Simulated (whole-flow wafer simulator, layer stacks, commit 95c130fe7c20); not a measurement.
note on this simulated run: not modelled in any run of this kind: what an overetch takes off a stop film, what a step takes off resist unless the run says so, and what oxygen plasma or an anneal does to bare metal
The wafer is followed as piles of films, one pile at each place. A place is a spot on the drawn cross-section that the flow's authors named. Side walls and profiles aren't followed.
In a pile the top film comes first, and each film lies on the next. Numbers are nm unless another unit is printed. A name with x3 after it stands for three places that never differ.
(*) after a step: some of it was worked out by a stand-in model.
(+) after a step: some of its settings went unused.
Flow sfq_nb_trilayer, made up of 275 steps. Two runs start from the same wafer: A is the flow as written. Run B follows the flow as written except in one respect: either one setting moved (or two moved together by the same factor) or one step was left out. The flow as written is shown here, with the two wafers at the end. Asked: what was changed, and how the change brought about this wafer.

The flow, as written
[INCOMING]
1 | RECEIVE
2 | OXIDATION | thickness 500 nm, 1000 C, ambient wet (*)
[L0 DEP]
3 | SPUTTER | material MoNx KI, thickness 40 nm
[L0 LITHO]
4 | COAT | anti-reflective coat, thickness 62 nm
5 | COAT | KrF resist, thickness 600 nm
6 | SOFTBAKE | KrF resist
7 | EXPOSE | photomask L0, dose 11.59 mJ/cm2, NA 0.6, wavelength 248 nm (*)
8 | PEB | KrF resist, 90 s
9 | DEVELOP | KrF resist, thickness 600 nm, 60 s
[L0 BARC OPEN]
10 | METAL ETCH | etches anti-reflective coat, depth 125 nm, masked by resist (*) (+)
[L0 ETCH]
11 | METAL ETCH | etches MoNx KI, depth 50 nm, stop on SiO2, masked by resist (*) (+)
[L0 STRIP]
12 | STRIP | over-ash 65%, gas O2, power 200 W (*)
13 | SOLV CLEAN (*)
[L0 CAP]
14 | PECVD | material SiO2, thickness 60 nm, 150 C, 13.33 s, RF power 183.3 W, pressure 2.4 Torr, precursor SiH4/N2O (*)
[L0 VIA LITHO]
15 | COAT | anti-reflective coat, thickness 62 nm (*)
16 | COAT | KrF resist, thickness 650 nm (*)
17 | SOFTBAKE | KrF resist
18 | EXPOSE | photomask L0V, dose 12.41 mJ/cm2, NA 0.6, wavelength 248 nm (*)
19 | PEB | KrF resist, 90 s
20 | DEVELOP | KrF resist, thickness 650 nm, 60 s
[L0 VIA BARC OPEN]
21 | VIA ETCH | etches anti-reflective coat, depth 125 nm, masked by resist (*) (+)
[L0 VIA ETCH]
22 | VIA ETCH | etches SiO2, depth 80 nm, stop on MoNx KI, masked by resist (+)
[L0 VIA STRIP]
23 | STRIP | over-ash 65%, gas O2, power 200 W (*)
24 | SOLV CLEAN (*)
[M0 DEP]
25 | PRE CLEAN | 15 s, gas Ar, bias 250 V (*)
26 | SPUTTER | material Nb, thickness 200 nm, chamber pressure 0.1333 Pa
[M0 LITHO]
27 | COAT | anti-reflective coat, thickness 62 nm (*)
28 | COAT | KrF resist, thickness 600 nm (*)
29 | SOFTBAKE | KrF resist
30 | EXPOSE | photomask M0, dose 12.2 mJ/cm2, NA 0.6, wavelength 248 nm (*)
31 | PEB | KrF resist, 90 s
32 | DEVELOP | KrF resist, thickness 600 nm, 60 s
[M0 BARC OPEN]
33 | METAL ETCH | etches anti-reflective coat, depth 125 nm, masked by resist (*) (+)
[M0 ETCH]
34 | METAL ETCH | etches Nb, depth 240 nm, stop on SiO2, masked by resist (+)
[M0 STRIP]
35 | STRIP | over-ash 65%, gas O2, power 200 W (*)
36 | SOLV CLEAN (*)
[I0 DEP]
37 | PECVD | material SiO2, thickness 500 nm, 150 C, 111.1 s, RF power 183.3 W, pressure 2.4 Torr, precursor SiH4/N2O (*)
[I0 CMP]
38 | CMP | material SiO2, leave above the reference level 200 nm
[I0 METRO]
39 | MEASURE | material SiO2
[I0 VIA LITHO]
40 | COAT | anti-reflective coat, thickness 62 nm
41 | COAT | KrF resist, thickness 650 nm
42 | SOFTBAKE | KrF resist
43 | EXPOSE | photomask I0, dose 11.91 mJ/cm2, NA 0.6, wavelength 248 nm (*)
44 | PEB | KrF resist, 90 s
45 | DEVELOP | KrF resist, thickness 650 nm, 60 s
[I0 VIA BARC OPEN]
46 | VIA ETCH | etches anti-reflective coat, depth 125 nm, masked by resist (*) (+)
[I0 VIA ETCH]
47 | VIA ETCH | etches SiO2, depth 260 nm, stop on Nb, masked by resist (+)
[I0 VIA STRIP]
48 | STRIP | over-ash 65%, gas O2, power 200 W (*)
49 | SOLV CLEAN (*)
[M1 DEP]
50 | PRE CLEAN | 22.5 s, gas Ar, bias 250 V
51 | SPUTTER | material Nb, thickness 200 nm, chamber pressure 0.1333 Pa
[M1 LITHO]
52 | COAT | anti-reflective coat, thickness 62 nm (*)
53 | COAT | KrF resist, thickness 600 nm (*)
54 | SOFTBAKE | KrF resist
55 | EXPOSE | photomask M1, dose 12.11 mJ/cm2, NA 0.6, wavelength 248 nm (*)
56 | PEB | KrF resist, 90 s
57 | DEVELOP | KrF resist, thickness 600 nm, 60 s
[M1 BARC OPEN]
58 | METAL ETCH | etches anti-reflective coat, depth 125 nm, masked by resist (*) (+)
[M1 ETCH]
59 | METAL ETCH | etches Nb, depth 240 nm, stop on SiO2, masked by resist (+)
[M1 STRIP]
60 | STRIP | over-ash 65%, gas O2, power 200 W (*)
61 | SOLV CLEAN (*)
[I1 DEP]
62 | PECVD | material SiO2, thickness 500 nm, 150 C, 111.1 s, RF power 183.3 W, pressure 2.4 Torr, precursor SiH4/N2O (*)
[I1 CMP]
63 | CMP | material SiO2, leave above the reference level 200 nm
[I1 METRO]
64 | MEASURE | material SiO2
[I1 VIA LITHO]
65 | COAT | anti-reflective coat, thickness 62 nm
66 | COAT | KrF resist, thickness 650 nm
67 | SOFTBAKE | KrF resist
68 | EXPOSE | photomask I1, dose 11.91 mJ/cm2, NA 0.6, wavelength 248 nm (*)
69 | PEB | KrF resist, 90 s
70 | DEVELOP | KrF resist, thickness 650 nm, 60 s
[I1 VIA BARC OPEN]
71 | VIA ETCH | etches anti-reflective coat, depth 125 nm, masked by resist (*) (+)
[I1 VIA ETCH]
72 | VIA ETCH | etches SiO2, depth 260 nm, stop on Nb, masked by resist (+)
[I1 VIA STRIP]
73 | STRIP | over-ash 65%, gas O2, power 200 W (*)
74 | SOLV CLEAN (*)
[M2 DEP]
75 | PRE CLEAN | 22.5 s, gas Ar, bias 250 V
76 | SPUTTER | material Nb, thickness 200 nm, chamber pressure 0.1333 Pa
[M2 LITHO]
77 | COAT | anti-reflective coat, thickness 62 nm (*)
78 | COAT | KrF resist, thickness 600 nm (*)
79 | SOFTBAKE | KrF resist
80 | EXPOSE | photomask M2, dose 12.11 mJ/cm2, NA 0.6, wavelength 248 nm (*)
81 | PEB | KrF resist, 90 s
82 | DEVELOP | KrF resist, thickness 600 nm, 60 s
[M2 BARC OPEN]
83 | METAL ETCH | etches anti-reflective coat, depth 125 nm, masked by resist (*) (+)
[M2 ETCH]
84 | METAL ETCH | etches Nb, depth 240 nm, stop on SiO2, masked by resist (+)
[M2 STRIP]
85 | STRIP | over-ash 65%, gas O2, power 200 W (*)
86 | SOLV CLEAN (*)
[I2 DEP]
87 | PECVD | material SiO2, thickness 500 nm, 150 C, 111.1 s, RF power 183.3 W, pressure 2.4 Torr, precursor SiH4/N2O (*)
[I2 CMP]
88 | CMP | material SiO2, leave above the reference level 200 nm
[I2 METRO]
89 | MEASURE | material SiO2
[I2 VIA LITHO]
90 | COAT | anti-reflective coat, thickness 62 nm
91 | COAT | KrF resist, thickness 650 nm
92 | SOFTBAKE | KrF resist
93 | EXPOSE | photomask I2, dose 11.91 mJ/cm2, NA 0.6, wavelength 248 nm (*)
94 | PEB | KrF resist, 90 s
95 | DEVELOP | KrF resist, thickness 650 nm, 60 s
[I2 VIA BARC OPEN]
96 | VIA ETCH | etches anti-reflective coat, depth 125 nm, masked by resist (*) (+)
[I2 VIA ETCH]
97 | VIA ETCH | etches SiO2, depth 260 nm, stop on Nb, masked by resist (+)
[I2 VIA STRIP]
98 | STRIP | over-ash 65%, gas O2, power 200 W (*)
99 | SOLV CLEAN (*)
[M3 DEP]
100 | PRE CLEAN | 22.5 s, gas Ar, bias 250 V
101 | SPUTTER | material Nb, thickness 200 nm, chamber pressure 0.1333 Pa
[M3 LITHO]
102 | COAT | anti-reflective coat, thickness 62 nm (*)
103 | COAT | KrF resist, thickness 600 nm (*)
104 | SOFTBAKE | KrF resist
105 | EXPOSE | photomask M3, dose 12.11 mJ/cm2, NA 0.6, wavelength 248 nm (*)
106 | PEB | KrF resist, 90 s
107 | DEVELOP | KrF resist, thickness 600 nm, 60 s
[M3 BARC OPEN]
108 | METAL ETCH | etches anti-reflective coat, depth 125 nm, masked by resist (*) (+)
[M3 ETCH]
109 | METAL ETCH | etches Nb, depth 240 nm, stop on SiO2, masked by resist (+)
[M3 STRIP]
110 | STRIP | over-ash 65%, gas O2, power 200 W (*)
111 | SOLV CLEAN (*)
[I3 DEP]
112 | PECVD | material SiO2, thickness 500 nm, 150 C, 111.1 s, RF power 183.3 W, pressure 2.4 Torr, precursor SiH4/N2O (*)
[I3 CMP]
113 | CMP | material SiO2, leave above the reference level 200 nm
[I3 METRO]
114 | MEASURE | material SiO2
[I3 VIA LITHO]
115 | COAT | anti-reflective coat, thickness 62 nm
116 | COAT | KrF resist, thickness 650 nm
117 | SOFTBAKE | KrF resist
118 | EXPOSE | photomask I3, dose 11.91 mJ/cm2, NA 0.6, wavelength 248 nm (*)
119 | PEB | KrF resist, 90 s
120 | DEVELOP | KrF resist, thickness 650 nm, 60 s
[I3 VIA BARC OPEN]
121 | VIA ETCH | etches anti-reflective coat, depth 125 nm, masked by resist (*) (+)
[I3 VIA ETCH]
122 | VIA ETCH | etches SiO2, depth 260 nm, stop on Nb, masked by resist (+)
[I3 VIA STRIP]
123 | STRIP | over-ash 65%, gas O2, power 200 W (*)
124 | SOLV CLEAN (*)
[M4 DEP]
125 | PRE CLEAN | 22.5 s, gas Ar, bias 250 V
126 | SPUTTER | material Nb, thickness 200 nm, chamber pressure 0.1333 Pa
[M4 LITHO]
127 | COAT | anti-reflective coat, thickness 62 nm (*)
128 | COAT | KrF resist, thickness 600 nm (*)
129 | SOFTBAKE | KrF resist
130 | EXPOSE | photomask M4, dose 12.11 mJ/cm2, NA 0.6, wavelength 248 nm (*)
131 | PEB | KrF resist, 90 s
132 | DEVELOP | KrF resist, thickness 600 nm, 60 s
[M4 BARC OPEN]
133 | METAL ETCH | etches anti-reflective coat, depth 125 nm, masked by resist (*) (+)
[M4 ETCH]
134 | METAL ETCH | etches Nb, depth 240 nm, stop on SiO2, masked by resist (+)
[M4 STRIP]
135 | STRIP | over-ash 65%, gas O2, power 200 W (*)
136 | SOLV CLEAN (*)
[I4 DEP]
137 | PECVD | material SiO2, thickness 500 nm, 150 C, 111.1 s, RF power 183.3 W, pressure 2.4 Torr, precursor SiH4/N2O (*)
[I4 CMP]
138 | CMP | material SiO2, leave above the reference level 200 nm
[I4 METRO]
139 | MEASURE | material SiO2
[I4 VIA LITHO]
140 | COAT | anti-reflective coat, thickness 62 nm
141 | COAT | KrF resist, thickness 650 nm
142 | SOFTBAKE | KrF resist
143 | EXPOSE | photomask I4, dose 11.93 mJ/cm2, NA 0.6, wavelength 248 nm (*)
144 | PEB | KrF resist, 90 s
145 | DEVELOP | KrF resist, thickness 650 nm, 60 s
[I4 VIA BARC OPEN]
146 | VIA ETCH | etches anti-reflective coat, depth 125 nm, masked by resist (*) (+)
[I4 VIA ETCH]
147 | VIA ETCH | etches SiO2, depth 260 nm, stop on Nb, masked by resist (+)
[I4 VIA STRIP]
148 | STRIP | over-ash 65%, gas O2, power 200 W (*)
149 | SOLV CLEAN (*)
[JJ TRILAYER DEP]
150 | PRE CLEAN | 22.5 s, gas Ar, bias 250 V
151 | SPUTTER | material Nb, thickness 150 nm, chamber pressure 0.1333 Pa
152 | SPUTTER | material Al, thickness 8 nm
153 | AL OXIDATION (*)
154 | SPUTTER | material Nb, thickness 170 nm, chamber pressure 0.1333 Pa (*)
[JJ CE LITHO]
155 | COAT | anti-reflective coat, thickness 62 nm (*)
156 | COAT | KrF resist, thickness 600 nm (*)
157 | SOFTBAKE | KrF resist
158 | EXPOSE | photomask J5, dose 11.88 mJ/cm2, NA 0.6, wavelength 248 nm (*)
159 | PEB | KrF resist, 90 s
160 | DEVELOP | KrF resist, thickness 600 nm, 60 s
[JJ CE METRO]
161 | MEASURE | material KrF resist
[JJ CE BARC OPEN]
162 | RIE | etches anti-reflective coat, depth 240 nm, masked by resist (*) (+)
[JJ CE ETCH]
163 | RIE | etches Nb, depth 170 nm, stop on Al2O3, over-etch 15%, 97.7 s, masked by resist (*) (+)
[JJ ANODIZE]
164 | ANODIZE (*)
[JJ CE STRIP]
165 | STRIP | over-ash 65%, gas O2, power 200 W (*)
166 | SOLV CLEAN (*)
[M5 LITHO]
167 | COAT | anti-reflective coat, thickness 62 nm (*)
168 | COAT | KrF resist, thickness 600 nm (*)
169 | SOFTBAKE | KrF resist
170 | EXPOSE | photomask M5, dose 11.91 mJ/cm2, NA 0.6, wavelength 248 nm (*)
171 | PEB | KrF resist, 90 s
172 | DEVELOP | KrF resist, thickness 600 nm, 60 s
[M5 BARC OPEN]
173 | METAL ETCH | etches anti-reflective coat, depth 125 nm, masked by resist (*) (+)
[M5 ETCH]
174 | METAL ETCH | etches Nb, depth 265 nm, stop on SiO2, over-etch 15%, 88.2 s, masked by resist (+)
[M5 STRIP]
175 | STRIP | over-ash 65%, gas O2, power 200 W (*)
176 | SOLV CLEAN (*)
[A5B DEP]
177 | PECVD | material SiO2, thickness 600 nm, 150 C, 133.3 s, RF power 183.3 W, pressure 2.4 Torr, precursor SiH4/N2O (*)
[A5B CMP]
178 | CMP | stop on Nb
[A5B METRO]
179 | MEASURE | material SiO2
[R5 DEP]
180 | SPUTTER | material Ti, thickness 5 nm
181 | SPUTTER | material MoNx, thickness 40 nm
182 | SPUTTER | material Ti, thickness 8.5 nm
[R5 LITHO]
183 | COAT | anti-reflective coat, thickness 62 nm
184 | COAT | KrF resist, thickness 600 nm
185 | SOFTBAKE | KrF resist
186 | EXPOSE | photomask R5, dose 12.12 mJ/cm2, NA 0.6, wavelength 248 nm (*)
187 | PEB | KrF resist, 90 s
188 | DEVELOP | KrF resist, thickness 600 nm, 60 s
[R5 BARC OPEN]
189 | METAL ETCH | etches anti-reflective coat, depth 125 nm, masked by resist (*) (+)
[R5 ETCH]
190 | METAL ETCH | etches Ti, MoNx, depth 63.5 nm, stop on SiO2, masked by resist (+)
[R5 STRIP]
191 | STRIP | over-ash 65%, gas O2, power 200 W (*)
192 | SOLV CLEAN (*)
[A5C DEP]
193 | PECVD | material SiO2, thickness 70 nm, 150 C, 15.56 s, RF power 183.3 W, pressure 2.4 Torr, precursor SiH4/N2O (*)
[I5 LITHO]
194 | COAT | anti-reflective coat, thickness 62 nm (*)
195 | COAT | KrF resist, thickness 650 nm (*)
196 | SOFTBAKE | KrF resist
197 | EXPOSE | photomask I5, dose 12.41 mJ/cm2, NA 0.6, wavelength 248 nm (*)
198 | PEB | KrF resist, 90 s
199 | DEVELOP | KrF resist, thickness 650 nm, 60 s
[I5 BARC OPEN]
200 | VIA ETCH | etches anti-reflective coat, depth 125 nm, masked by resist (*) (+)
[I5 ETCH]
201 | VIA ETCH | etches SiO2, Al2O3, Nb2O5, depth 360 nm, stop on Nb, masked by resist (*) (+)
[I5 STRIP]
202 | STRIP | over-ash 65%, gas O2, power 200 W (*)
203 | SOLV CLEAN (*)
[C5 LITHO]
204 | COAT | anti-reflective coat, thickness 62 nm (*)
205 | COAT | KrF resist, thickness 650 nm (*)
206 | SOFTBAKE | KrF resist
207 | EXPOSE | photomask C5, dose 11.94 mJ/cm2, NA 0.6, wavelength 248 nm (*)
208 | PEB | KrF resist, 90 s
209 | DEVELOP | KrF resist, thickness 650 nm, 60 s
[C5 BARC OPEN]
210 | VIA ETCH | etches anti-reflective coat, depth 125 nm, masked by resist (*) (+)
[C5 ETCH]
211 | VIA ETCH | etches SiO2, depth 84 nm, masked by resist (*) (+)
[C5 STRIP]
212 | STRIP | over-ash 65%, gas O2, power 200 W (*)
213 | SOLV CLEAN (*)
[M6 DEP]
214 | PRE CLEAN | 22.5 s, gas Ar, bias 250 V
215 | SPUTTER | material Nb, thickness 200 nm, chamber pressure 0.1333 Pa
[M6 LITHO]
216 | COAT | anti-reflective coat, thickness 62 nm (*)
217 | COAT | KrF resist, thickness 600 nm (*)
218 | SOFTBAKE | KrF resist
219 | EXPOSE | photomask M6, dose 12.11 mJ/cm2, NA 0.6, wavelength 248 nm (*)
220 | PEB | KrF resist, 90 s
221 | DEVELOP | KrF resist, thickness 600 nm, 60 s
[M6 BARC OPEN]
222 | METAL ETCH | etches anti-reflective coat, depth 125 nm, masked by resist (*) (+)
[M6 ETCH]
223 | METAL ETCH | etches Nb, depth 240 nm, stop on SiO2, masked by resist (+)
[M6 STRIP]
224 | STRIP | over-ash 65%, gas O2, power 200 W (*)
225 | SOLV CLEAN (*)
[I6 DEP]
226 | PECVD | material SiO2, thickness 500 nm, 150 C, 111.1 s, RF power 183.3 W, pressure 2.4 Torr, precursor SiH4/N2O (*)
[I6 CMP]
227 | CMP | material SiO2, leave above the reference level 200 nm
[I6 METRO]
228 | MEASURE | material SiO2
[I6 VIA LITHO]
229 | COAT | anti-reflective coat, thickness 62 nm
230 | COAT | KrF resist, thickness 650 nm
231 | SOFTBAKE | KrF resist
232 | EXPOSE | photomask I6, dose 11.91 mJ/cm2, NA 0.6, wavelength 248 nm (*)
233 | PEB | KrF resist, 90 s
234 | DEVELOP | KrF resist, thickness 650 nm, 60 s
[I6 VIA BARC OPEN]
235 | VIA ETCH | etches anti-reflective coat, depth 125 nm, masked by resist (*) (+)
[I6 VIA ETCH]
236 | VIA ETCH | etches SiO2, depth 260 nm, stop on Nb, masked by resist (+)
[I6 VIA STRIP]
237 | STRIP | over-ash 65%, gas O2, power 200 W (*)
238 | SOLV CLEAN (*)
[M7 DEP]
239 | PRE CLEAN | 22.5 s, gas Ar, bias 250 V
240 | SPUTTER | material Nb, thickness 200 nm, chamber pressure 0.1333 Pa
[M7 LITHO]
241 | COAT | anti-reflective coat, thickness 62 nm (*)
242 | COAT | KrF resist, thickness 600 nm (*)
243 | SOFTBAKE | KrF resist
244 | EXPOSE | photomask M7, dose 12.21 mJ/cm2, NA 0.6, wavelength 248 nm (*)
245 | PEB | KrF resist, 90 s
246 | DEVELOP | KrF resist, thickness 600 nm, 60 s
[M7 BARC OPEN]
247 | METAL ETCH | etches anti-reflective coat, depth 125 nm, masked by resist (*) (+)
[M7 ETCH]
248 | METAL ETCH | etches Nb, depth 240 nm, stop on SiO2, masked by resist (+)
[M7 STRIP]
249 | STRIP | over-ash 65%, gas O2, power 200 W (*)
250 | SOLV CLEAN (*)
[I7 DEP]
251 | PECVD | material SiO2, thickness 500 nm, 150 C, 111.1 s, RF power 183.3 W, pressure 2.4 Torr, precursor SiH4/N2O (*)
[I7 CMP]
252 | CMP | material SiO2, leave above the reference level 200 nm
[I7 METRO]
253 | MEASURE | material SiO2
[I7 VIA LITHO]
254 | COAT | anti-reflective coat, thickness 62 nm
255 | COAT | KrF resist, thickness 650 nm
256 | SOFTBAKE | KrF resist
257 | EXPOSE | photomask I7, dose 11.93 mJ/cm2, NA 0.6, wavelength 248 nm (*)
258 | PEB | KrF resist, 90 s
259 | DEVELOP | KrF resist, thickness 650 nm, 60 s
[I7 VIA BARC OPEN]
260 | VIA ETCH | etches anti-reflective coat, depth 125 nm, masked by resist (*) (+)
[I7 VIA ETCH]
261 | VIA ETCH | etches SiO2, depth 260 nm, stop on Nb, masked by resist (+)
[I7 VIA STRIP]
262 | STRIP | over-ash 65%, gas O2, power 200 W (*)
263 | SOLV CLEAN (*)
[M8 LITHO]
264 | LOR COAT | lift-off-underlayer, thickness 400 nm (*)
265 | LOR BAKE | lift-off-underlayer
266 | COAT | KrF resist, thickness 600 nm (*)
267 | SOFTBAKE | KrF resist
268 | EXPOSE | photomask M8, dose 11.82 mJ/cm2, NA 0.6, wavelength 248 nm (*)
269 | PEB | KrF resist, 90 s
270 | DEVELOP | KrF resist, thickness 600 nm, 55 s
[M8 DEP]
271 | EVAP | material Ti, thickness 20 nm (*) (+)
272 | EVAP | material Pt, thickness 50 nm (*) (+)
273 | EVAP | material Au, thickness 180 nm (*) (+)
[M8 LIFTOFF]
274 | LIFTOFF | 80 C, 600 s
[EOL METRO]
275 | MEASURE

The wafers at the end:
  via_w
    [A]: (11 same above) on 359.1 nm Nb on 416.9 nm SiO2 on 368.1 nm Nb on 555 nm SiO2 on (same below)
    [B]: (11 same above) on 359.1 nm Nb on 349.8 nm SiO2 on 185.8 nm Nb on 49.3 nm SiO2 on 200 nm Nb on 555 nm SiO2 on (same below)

Cause: step 47, VIA ETCH: depth 143 nm was run, while the flow as written has depth 260 nm.

The path from the change to this, step by step:
  47 | VIA ETCH | etches SiO2, depth 260 nm, stop on Nb, masked by resist (+)
      via_w: A SiO2 loses 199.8 (all of it) | B SiO2 loses 143
      field_l, v_sur, via_wl and 102 more: A KrF resist loses 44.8 | B KrF resist loses 24.7
  48 | STRIP | over-ash 65%, gas O2, power 200 W (*)
      field_l, v_sur, via_wl and 102 more: A KrF resist loses 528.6 (all of it), anti-reflective coat loses 62 (all of it) | B KrF resist loses 548.8 (all of it), anti-reflective coat loses 62 (all of it)
  50 | PRE CLEAN | 22.5 s, gas Ar, bias 250 V
      via_w: A Nb loses 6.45 | B SiO2 loses 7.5
  51 | SPUTTER | material Nb, thickness 200 nm, chamber pressure 0.1333 Pa
      via_w: A Nb gains 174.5 | B Nb gains 185.8 (new film)
  52 | COAT | anti-reflective coat, thickness 62 nm (*)
      via_wl: A anti-reflective coat gains 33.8 (new film) | B anti-reflective coat gains 35.5 (new film)
      via_w: A anti-reflective coat gains 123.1 (new film) | B anti-reflective coat gains 110.2 (new film)
  53 | COAT | KrF resist, thickness 600 nm (*)
      via_w: A KrF resist gains 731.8 (new film) | B KrF resist gains 686.4 (new film)
  60 | STRIP | over-ash 65%, gas O2, power 200 W (*)
      via_wl: A KrF resist loses 385.5 (all of it), anti-reflective coat loses 33.8 (all of it) | B KrF resist loses 390.6 (all of it), anti-reflective coat loses 35.5 (all of it)
      via_w: A KrF resist loses 513.8 (all of it), anti-reflective coat loses 123.1 (all of it) | B KrF resist loses 468.6 (all of it), anti-reflective coat loses 110.2 (all of it)
  62 | PECVD | material SiO2, thickness 500 nm, 150 C, 111.1 s, RF power 183.3 W, pressure 2.4 Torr, precursor SiH4/N2O (*)
      via_w: A SiO2 gains 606 (new film) | B SiO2 gains 514.4 (new film)
  63 | CMP | material SiO2, leave above the reference level 200 nm
      via_w: A SiO2 loses 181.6 | B SiO2 loses 157.1
Taking metal films that touch as one body, via_w has 6 bodies (between them, from the top down: SiO2 192.5; SiO2 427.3 / Al2O3 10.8 / Nb2O5 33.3; SiO2 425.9; SiO2 349.8; SiO2 49.3); the flow as written gives 5 bodies (between them, from the top down: SiO2 192.5; SiO2 427.3 / Al2O3 10.8 / Nb2O5 33.3; SiO2 425.9; SiO2 416.9).
